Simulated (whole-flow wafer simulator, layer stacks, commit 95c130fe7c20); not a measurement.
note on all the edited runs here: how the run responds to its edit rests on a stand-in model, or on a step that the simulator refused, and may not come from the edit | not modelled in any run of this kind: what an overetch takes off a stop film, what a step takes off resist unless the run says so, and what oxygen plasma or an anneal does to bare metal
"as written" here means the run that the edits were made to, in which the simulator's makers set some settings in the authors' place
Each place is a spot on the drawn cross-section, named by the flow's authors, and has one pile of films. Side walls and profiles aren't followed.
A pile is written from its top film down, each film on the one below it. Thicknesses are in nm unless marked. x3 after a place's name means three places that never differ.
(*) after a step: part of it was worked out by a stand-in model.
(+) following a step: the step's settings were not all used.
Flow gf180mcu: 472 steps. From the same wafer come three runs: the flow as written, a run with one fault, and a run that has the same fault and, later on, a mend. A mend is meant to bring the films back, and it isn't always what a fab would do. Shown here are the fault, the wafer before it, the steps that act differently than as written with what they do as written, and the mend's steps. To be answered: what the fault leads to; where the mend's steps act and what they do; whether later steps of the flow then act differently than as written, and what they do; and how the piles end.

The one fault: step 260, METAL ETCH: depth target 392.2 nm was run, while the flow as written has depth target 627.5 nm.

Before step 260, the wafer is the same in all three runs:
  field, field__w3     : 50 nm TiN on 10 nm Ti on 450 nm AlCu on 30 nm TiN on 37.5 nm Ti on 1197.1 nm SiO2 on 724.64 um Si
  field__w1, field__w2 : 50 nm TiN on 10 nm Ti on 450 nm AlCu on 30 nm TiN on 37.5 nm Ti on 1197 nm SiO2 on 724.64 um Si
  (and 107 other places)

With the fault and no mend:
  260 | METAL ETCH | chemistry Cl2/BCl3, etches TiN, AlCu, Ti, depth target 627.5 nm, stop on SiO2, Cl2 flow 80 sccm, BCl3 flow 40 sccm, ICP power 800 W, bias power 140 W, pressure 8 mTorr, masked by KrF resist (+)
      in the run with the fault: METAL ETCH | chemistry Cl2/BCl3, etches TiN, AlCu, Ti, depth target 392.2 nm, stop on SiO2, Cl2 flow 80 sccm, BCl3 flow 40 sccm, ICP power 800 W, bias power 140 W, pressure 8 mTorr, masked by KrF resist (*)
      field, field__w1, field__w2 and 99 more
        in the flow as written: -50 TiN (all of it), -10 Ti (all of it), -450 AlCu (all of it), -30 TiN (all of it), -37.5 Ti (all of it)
        in the run with the fault: -50 TiN (all of it), -10 Ti (all of it), -332.2 AlCu
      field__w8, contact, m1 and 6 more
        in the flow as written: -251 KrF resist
        in the run with the fault: -156.9 KrF resist
  Steps later in the flow that act otherwise than as written:
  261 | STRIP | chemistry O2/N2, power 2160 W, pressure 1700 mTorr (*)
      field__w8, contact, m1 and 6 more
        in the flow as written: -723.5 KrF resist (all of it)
        in the run with the fault: -817.6 KrF resist (all of it)
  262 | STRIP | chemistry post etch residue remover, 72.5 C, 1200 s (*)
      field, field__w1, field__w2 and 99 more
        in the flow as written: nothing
        in the run with the fault: -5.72 AlCu
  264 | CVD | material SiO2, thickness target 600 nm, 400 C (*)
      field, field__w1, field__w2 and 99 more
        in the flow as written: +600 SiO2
        in the run with the fault: +600 SiO2 (new film)
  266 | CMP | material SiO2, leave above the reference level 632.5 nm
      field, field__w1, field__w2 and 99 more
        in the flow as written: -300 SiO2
        in the run with the fault: -479.6 SiO2
  By the end, the piles at field, field__w1, field__w2 and 100 more depart from the flow's by more than 2% or 0.5 nm, whichever is larger.
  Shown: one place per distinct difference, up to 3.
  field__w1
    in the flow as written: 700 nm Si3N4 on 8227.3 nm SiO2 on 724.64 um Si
    in the run with the fault: 700 nm Si3N4 on 6850.7 nm SiO2 on 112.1 nm AlCu on 30 nm TiN on 37.5 nm Ti on 1197 nm SiO2 on 724.64 um Si
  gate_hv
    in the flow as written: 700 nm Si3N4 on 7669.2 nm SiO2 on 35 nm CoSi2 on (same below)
    in the run with the fault: 700 nm Si3N4 on 6850.7 nm SiO2 on 112.1 nm AlCu on 30 nm TiN on 37.5 nm Ti on 638.9 nm SiO2 on 35 nm CoSi2 on (same below)
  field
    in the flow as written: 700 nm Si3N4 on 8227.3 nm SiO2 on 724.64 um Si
    in the run with the fault: 700 nm Si3N4 on 6850.7 nm SiO2 on 112.1 nm AlCu on 30 nm TiN on 37.5 nm Ti on 1197.1 nm SiO2 on 724.64 um Si

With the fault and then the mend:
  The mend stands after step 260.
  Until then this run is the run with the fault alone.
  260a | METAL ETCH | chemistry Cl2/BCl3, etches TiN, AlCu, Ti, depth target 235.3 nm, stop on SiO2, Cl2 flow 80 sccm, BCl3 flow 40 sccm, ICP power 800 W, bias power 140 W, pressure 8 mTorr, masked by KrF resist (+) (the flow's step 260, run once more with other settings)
      field, field__w1, field__w2 and 99 more
        -117.8 AlCu (all of it), -30 TiN (all of it), -37.5 Ti (all of it)
      field__w8, contact, m1 and 6 more
        -94.1 KrF resist
  Later steps of the flow that are run all act as written at every place that is followed.
  By the end, the piles equal the flow's at every place that both follow.
